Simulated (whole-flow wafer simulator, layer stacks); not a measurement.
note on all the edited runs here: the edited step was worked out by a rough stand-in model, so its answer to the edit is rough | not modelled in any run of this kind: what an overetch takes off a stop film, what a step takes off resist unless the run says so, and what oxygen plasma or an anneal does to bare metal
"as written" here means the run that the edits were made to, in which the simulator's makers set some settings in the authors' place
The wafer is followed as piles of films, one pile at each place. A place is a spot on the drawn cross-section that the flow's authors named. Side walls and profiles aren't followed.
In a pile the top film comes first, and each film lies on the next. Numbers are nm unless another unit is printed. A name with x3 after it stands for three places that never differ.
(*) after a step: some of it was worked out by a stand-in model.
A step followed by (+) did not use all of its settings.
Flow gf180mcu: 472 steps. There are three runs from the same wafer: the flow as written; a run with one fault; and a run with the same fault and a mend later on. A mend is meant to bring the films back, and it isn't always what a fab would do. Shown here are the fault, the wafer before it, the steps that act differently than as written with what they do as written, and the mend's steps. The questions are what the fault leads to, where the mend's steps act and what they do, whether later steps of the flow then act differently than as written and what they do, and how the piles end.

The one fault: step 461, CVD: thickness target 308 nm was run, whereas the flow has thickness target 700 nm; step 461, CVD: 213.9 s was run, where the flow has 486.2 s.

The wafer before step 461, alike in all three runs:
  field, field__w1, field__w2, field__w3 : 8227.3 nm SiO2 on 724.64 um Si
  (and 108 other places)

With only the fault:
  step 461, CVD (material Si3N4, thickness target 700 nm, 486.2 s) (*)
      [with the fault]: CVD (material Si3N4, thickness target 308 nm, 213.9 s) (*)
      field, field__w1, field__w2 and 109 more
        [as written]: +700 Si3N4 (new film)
        [with the fault]: +308.1 Si3N4 (new film)
  Steps later in the flow that act otherwise than as written (4 other steps are not shown; they differ only slightly, by no more than 2% or 0.5 nm, whichever is larger):
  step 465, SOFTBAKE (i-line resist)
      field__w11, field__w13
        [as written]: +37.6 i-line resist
        [with the fault]: +35.5 i-line resist
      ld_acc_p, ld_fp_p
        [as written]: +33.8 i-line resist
        [with the fault]: +31.6 i-line resist
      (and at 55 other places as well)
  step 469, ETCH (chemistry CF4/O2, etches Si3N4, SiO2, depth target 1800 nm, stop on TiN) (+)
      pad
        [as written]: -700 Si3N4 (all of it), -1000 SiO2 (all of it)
        [with the fault]: -308.1 Si3N4 (all of it), -1000 SiO2 (all of it)
  By the end, the piles at field, field__w1, field__w2 and 108 more depart from the flow's by more than 2% or 0.5 nm, whichever is larger.
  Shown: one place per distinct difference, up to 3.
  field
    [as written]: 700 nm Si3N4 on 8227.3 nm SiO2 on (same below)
    [with the fault]: 308.1 nm Si3N4 on 8227.3 nm SiO2 on (same below)
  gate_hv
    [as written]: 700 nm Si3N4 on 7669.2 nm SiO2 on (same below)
    [with the fault]: 308.1 nm Si3N4 on 7669.2 nm SiO2 on (same below)
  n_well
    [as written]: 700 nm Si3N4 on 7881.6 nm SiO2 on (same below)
    [with the fault]: 308.1 nm Si3N4 on 7881.6 nm SiO2 on (same below)

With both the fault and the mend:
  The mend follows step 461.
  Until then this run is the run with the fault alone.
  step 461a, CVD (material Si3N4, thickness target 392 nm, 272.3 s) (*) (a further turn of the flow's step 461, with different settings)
      field, field__w1, field__w2 and 109 more
        +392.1 Si3N4
  None of the later steps of the flow differs from how it acts as written, at any place that is followed, by more than 2% or 0.5 nm, whichever is larger.
  At the end the piles are close to the flow's at the places that both follow, differing by at most 2% or 0.5 nm, whichever is larger.
